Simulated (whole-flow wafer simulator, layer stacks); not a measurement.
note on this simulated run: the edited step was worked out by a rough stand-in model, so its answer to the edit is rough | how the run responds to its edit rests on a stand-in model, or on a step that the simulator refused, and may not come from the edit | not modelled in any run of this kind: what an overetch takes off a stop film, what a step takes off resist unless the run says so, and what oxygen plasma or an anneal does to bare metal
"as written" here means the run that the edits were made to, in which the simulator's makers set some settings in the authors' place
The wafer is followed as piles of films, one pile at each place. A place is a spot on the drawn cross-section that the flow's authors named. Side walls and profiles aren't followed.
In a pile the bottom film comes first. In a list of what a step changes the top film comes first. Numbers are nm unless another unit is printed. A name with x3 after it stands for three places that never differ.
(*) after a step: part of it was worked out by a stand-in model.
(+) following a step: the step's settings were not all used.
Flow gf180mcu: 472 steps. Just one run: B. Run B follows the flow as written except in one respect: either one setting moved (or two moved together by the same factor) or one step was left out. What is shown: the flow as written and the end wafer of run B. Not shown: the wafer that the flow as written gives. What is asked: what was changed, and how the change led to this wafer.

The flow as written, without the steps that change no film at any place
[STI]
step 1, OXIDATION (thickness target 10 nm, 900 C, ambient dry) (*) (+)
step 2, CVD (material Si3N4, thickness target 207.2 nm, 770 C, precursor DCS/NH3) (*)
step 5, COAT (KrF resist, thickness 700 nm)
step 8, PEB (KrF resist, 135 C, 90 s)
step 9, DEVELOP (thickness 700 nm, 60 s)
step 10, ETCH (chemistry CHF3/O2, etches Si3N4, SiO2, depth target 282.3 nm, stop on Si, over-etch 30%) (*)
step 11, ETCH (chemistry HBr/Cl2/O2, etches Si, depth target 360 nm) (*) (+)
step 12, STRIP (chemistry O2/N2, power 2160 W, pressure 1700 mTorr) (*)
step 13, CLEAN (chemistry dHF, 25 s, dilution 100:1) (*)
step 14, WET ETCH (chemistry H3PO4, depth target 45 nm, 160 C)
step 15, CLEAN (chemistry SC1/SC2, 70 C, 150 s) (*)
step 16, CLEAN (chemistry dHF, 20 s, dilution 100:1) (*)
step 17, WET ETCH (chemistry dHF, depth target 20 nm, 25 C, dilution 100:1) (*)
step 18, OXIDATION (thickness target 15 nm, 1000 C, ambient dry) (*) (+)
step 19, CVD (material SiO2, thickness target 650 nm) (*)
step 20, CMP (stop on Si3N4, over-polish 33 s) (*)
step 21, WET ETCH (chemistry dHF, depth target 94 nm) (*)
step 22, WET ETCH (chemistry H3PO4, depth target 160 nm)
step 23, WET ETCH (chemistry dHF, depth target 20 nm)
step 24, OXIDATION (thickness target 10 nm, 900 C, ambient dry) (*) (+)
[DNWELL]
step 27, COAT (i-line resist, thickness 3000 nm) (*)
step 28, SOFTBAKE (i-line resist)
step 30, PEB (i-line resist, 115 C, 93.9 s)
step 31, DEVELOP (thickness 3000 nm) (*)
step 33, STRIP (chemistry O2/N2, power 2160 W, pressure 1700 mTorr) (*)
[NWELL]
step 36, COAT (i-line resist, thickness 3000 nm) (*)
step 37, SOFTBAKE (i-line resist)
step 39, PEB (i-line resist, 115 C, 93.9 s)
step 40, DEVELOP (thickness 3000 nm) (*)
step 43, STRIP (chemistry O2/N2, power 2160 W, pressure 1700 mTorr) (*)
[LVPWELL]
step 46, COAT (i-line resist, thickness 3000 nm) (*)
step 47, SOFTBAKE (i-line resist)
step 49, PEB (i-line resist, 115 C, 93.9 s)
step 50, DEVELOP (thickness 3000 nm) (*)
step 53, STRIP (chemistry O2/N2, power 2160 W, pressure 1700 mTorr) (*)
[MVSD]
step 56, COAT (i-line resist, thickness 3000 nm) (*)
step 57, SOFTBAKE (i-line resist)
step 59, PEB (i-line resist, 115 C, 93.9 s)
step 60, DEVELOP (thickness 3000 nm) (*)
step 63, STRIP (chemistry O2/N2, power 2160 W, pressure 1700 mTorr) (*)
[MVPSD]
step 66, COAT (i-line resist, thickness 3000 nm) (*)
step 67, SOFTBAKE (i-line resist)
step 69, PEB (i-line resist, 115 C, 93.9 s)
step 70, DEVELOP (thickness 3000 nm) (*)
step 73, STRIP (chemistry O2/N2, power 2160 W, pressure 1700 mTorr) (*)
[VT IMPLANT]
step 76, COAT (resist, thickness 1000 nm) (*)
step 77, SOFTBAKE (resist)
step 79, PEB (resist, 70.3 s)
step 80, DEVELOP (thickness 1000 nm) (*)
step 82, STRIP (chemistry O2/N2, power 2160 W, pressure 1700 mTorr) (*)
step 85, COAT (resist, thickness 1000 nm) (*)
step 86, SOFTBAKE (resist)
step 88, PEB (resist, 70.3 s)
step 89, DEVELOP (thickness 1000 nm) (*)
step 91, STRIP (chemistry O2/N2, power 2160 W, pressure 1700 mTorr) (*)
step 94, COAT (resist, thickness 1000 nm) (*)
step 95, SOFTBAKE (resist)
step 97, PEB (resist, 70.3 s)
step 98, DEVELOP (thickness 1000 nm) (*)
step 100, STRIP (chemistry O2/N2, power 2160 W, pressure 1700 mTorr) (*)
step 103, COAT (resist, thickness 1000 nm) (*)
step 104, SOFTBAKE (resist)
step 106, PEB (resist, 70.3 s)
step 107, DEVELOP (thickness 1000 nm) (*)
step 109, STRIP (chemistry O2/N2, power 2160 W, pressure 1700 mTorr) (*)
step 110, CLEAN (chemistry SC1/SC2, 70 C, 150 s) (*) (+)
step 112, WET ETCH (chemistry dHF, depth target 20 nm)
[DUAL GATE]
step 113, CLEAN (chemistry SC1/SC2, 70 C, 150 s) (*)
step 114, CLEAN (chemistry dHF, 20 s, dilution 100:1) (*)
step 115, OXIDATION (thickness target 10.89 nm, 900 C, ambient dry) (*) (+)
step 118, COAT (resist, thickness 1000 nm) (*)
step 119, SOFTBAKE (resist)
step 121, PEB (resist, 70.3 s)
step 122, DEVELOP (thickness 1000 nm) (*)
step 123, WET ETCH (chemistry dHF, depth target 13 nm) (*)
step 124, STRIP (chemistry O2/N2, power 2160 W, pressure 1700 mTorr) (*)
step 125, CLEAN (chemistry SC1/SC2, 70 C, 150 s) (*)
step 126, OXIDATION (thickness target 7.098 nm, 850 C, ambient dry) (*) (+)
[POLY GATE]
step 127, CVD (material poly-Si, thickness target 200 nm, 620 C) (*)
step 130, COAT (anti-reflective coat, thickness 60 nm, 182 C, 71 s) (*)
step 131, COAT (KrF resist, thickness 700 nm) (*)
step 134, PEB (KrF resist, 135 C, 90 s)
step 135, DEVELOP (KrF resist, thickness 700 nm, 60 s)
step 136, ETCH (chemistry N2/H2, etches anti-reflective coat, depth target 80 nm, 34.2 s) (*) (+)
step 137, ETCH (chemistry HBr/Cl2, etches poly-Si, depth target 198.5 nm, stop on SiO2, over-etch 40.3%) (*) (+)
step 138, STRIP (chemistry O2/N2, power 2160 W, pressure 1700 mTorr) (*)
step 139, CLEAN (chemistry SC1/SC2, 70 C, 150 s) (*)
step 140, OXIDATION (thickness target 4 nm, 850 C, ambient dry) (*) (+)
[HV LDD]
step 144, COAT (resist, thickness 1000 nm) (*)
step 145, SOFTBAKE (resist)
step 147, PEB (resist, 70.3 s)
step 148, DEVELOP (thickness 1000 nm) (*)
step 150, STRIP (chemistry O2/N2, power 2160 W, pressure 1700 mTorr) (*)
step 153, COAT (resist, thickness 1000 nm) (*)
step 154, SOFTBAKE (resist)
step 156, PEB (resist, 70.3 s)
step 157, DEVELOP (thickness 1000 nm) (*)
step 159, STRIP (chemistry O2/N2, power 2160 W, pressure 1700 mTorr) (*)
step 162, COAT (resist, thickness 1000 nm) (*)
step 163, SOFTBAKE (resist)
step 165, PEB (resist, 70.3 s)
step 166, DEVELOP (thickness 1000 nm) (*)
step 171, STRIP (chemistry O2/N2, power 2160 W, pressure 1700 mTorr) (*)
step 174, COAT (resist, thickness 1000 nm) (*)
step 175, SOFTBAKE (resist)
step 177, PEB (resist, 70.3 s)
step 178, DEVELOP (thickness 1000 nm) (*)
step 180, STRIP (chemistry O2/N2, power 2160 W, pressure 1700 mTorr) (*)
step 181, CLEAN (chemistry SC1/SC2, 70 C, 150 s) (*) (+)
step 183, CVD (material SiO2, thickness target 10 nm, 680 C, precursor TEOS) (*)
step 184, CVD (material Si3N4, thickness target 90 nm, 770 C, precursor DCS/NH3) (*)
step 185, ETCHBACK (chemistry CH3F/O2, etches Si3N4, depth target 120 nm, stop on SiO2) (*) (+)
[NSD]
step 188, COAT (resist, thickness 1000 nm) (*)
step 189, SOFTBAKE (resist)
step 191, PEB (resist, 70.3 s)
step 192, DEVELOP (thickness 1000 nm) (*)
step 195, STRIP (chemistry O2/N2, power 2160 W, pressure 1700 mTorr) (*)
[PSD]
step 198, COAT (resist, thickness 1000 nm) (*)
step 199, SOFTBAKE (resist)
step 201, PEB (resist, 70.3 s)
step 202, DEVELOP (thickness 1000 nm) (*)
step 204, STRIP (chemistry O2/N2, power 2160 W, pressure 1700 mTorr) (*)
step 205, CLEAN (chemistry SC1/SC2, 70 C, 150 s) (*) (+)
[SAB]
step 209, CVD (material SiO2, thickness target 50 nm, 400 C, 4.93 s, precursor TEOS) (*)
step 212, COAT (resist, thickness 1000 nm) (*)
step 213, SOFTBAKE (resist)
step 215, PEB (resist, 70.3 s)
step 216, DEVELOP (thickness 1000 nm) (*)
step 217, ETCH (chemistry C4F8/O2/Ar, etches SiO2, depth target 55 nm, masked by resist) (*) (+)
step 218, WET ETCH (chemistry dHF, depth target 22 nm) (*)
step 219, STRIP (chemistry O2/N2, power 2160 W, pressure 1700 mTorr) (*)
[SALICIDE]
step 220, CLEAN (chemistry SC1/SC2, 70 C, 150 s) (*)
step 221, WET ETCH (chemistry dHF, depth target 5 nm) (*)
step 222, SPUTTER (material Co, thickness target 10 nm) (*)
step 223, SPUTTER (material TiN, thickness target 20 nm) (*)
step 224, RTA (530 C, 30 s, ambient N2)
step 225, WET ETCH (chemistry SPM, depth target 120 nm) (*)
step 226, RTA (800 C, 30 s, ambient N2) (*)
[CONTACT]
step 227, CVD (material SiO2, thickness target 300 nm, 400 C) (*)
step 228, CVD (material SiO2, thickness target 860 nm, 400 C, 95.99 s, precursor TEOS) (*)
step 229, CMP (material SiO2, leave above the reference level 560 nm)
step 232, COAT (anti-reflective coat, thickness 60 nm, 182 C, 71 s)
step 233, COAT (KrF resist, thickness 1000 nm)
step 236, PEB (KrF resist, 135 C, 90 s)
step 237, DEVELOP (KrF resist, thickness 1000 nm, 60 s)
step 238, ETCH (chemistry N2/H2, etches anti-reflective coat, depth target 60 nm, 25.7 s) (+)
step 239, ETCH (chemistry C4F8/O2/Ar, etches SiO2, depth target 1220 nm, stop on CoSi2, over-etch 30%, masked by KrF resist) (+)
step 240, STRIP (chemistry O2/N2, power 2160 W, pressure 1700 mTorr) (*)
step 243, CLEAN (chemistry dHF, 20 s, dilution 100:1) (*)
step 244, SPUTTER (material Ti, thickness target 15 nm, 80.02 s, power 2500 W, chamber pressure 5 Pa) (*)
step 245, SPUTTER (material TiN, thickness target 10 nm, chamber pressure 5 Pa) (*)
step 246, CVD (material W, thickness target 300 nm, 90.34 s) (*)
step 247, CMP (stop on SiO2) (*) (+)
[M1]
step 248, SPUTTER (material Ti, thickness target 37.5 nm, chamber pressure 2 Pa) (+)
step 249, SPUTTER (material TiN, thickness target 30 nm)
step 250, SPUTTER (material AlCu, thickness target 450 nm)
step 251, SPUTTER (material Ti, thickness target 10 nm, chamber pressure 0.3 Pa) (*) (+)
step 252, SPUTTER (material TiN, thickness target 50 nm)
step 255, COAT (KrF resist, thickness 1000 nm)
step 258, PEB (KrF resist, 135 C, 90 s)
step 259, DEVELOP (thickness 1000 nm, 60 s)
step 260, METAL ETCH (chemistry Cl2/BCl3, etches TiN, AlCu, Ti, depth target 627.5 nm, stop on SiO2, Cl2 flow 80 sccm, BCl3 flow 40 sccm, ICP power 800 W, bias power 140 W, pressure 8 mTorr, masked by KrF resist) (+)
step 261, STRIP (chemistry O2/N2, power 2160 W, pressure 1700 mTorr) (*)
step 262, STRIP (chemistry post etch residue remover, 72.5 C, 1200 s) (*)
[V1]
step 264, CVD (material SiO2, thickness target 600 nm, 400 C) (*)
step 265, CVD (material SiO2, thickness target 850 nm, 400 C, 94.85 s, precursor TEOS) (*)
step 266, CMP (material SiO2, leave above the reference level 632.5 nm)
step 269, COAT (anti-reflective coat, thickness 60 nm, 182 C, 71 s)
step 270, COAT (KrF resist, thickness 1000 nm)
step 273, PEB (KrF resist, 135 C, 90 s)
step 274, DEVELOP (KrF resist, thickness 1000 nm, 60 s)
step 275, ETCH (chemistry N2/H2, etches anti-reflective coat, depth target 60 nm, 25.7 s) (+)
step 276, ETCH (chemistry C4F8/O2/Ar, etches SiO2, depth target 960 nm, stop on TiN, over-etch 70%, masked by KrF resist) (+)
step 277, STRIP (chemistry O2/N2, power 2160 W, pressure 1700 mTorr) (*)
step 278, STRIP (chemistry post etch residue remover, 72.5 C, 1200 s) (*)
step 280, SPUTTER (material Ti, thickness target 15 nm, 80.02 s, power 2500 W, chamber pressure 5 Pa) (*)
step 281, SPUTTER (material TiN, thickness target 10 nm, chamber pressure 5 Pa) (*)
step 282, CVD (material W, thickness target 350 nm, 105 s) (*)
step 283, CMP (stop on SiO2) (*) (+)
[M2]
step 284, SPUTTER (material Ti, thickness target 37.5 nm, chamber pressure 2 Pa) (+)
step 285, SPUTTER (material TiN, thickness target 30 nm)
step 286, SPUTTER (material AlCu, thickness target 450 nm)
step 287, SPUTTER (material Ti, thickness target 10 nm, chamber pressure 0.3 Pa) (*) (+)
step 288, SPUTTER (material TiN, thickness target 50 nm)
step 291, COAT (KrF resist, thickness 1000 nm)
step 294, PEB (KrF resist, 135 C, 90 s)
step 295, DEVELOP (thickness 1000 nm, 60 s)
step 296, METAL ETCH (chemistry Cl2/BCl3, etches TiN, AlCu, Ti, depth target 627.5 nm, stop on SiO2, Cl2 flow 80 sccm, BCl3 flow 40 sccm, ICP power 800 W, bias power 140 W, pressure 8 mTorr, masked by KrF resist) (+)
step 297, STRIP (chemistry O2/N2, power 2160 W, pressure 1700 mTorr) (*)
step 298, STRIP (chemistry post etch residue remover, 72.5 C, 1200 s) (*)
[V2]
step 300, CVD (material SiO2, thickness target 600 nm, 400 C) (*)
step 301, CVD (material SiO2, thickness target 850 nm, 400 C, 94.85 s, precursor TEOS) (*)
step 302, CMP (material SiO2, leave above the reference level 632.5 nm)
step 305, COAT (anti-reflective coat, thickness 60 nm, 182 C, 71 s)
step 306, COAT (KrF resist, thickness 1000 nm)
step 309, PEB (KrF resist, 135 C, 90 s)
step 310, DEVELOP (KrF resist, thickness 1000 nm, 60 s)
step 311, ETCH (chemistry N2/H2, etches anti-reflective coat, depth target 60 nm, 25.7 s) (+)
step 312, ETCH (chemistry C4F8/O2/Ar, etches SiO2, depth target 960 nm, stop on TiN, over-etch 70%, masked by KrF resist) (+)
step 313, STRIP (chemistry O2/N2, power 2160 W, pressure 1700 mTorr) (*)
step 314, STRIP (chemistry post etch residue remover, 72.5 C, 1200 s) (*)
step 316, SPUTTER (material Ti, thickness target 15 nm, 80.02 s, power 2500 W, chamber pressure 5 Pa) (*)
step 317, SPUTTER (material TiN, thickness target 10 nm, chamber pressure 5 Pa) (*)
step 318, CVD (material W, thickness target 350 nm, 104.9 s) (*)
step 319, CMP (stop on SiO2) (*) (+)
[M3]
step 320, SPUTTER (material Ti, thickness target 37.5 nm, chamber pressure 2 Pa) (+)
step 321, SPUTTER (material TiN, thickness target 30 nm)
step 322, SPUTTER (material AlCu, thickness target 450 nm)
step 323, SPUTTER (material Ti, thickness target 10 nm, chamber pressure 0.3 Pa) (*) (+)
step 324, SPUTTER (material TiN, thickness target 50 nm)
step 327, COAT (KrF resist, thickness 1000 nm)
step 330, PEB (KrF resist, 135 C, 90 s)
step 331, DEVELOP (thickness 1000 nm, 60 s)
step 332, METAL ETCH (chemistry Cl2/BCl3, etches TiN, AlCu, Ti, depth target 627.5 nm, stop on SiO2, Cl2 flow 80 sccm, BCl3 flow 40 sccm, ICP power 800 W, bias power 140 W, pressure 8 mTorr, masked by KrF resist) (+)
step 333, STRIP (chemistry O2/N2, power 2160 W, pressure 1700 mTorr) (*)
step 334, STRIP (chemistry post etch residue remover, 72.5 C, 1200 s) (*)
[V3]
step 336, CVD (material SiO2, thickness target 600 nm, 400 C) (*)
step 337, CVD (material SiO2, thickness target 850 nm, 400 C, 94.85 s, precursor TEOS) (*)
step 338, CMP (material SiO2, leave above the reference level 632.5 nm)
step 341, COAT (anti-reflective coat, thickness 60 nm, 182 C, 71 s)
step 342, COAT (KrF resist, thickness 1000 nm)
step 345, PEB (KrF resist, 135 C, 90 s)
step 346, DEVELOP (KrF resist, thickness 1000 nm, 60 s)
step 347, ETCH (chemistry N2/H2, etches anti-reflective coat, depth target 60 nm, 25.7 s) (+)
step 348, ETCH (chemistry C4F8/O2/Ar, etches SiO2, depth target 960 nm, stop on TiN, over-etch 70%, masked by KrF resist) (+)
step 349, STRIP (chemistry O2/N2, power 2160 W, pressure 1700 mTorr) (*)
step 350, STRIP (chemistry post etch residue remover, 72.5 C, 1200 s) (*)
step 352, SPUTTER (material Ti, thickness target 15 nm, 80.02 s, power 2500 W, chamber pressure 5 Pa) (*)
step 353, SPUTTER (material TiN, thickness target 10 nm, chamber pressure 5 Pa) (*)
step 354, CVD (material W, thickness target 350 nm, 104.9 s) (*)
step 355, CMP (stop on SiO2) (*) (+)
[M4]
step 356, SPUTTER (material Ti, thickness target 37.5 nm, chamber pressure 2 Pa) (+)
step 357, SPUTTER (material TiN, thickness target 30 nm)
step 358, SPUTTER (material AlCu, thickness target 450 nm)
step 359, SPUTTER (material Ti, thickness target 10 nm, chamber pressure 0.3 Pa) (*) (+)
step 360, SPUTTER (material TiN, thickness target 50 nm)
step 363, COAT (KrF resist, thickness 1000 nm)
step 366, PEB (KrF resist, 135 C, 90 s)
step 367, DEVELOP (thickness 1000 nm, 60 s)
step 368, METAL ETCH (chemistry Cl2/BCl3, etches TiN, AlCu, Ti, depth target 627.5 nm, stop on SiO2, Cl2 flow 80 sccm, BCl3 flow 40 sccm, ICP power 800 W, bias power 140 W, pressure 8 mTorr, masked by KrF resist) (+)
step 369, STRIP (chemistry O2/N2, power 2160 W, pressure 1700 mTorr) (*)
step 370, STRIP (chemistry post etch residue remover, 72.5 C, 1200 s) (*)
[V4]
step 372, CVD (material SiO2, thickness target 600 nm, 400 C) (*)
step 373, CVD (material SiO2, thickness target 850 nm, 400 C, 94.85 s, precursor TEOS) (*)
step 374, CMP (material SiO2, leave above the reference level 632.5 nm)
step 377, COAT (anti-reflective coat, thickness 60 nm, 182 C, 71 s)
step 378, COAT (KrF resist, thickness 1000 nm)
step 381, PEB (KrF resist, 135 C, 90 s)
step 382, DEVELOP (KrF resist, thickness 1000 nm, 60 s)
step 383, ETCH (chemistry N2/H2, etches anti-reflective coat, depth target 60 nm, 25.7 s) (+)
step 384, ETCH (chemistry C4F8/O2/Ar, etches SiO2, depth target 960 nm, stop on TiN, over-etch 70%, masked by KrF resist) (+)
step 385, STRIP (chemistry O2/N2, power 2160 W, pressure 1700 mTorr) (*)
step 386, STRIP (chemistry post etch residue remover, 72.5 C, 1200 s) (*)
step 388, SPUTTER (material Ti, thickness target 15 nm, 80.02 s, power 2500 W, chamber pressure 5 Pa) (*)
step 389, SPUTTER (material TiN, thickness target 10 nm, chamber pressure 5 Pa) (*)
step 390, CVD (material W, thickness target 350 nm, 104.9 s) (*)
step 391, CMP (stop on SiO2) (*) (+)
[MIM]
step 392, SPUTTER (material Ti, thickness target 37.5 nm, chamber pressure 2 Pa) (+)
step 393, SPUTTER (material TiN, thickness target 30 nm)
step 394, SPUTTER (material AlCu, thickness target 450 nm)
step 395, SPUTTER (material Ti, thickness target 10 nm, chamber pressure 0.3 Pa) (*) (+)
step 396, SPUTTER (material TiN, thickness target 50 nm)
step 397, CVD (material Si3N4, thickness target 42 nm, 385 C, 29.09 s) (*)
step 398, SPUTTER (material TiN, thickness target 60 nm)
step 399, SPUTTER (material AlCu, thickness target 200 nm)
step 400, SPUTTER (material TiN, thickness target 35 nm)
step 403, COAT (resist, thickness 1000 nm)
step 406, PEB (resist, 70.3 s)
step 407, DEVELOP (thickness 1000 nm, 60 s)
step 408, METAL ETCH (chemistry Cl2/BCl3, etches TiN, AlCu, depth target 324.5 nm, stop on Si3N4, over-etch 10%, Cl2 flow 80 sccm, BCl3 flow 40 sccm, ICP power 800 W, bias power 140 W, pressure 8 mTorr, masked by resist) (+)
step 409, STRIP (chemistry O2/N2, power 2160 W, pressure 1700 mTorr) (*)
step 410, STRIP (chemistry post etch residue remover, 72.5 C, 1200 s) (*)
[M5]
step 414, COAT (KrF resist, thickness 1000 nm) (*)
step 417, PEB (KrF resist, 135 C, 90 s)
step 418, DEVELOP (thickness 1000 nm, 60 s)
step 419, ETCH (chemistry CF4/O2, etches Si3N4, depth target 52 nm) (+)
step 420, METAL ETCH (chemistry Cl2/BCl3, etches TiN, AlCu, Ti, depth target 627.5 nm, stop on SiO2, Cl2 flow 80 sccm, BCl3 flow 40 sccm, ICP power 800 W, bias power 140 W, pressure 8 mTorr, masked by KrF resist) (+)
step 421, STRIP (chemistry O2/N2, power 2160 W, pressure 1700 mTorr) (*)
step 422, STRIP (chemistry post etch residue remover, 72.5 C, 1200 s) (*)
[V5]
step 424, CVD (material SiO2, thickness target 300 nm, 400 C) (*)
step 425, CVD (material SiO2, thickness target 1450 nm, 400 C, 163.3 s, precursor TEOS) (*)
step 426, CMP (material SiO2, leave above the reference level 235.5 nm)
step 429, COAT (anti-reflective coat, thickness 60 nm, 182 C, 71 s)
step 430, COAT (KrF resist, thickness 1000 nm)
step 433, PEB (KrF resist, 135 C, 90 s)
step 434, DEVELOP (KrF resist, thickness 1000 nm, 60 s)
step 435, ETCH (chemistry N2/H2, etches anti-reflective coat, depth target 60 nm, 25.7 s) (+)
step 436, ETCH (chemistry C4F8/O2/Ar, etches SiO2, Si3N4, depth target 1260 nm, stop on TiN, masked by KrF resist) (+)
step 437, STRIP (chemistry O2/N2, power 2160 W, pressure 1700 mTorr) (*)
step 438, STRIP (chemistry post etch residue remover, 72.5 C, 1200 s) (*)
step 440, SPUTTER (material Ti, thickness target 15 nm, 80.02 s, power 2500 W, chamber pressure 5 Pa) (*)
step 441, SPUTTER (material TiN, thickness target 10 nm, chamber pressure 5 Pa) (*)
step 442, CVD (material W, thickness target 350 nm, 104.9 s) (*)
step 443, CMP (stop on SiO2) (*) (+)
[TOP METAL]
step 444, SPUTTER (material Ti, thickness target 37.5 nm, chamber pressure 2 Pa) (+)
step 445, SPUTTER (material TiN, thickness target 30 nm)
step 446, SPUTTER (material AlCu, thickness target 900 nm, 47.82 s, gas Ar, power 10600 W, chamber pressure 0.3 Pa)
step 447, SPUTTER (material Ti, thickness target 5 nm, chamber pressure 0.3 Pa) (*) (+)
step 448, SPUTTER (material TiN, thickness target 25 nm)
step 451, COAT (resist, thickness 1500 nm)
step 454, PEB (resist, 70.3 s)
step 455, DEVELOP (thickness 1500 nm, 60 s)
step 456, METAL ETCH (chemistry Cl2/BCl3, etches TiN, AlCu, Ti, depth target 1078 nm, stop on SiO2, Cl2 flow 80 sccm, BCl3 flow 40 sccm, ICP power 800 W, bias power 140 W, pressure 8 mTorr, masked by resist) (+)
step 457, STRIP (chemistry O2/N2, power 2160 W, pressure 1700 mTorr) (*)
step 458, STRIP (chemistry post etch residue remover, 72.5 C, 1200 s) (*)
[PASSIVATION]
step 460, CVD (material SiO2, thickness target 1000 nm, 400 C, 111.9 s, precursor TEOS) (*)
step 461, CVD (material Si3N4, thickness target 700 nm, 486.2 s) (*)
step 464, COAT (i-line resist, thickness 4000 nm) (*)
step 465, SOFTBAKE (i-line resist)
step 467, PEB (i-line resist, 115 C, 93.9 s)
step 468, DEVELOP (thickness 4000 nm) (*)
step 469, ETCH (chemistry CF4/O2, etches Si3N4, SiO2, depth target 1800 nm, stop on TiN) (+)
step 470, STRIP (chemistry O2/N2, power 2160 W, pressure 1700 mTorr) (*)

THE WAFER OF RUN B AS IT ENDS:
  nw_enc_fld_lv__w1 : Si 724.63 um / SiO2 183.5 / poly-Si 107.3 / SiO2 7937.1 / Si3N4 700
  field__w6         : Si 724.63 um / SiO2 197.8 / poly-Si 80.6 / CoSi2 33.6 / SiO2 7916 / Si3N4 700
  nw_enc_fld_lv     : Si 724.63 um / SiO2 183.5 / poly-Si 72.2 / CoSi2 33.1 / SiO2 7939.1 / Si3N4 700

The reason: step 19, CVD: thickness target 325 nm was run, though the flow has thickness target 650 nm.

The path from the change to this, step by step:
  step 19, CVD (material SiO2, thickness target 650 nm) (*)
      active, n_well, p_well and 40 more: SiO2 gains 325 (new film) (in the flow as written it would be: SiO2 gains 650 (new film))
      field, field_sub, sti and 23 more: SiO2 gains 325 (in the flow as written it would be: SiO2 gains 650)
      (also at 11 further places)
  step 20, CMP (stop on Si3N4, over-polish 33 s) (*)
      sti, mim_1p0, pad and 11 more: nothing (in the flow as written it would be: SiO2 loses 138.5)
      nw_enc_fld, nw_enc_fld_lv: nothing (in the flow as written it would be: SiO2 loses 142.5)
      (also at 64 further places)
  step 24, OXIDATION (thickness target 10 nm, 900 C, ambient dry) (*) (+)
      sti, m1, mim_1p0 and 14 more: SiO2 gains 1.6, Si loses 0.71 (in the flow as written it would be: SiO2 gains 1.02, Si loses 0.45)
      field_sub, npoly_u, ppoly_u, ppoly_sal, m1_nw: SiO2 gains 1.6, Si loses 0.71 (in the flow as written it would be: SiO2 gains 1.03, Si loses 0.45)
      (also at 5 further places)
  step 27, COAT (i-line resist, thickness 3000 nm) (*)
      p_well, spacer, sd_n: i-line resist gains 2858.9 (new film) (in the flow as written it would be: i-line resist gains 3034 (new film))
      ldp_fp, ldp_dft: i-line resist gains 2867.7 (new film) (in the flow as written it would be: i-line resist gains 2987.7 (new film))
      (also at 58 further places)
  step 28, SOFTBAKE (i-line resist)
      field: i-line resist loses 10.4 (in the flow as written it would be: i-line resist gains 2.45)
      field_sub: i-line resist loses 6.79 (in the flow as written it would be: i-line resist gains 1.87)
      (also at 73 further places)
  step 30, PEB (i-line resist, 115 C, 93.9 s)
      active_nat, gate_nat, ld_sd_n and 6 more: i-line resist loses 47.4 (in the flow as written it would be: i-line resist loses 49)
      iso_ptap_sub, ldn_acc, ldn_drn, ldp_src, ldp_ch, ldp_acc, ldp_drn: i-line resist loses 47 (in the flow as written it would be: i-line resist loses 49.2)
      (also at 46 further places)
  step 31, DEVELOP (thickness 3000 nm) (*)
      field_sub__w2: i-line resist loses 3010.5 (all of it) (in the flow as written it would be: i-line resist loses 2938.2 (all of it))
      field_sub__w3: i-line resist loses 3015.4 (all of it) (in the flow as written it would be: i-line resist loses 2938.3 (all of it))
      (also at 16 further places)
  step 33, STRIP (chemistry O2/N2, power 2160 W, pressure 1700 mTorr) (*)
      p_well, spacer, sd_n: i-line resist loses 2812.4 (all of it) (in the flow as written it would be: i-line resist loses 2984.7 (all of it))
      field: i-line resist loses 3016.4 (all of it) (in the flow as written it would be: i-line resist loses 2942.1 (all of it))
      (also at 39 further places)
  step 36, COAT (i-line resist, thickness 3000 nm) (*)
      p_well, spacer, sd_n: i-line resist gains 2858.9 (new film) (in the flow as written it would be: i-line resist gains 3034 (new film))
      ldp_fp, ldp_dft: i-line resist gains 2867.7 (new film) (in the flow as written it would be: i-line resist gains 2987.7 (new film))
      (also at 58 further places)
  step 37, SOFTBAKE (i-line resist)
      field: i-line resist loses 10.4 (in the flow as written it would be: i-line resist gains 2.45)
      field_sub: i-line resist loses 6.79 (in the flow as written it would be: i-line resist gains 1.87)
      (also at 73 further places)
  step 39, PEB (i-line resist, 115 C, 93.9 s)
      active_nat, gate_nat, ld_sd_n and 6 more: i-line resist loses 47.4 (in the flow as written it would be: i-line resist loses 49)
      iso_ptap_sub, ldn_acc, ldn_drn, ldp_src, ldp_ch, ldp_acc, ldp_drn: i-line resist loses 47 (in the flow as written it would be: i-line resist loses 49.2)
      (also at 46 further places)
  step 40, DEVELOP (thickness 3000 nm) (*)
      iso_ntap_nw, vpnp_e: i-line resist loses 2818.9 (all of it) (in the flow as written it would be: i-line resist loses 2984.6 (all of it))
      n_well: i-line resist loses 2865.6 (all of it) (in the flow as written it would be: i-line resist loses 2973.2 (all of it))
      (also at 13 further places)
  step 43, STRIP (chemistry O2/N2, power 2160 W, pressure 1700 mTorr) (*)
      p_well, spacer, sd_n: i-line resist loses 2812.4 (all of it) (in the flow as written it would be: i-line resist loses 2984.7 (all of it))
      field: i-line resist loses 3016.4 (all of it) (in the flow as written it would be: i-line resist loses 2942.1 (all of it))
      (also at 41 further places)
  step 46, COAT (i-line resist, thickness 3000 nm) (*)
      p_well, spacer, sd_n: i-line resist gains 2858.9 (new film) (in the flow as written it would be: i-line resist gains 3034 (new film))
      ldp_fp, ldp_dft: i-line resist gains 2867.7 (new film) (in the flow as written it would be: i-line resist gains 2987.7 (new film))
      (also at 58 further places)
  step 47, SOFTBAKE (i-line resist)
      field: i-line resist loses 10.4 (in the flow as written it would be: i-line resist gains 2.45)
      field_sub: i-line resist loses 6.79 (in the flow as written it would be: i-line resist gains 1.87)
      (also at 73 further places)
  step 49, PEB (i-line resist, 115 C, 93.9 s)
      active_nat, gate_nat, ld_sd_n and 6 more: i-line resist loses 47.4 (in the flow as written it would be: i-line resist loses 49)
      iso_ptap_sub, ldn_acc, ldn_drn, ldp_src, ldp_ch, ldp_acc, ldp_drn: i-line resist loses 47 (in the flow as written it would be: i-line resist loses 49.2)
      (also at 46 further places)
  ... another 95 steps ...
  step 246, CVD (material W, thickness target 300 nm, 90.34 s) (*)
      polyc_n, polyc_p: W gains 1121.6 (new film) (in the flow as written it would be: W gains 936.1 (new film))
If metal films that touch count as one body, field__w6 has 1 body; the flow as written gives 0 bodies.
If metal films that touch count as one body, nw_enc_fld_lv has 1 body; the flow as written gives 0 bodies.
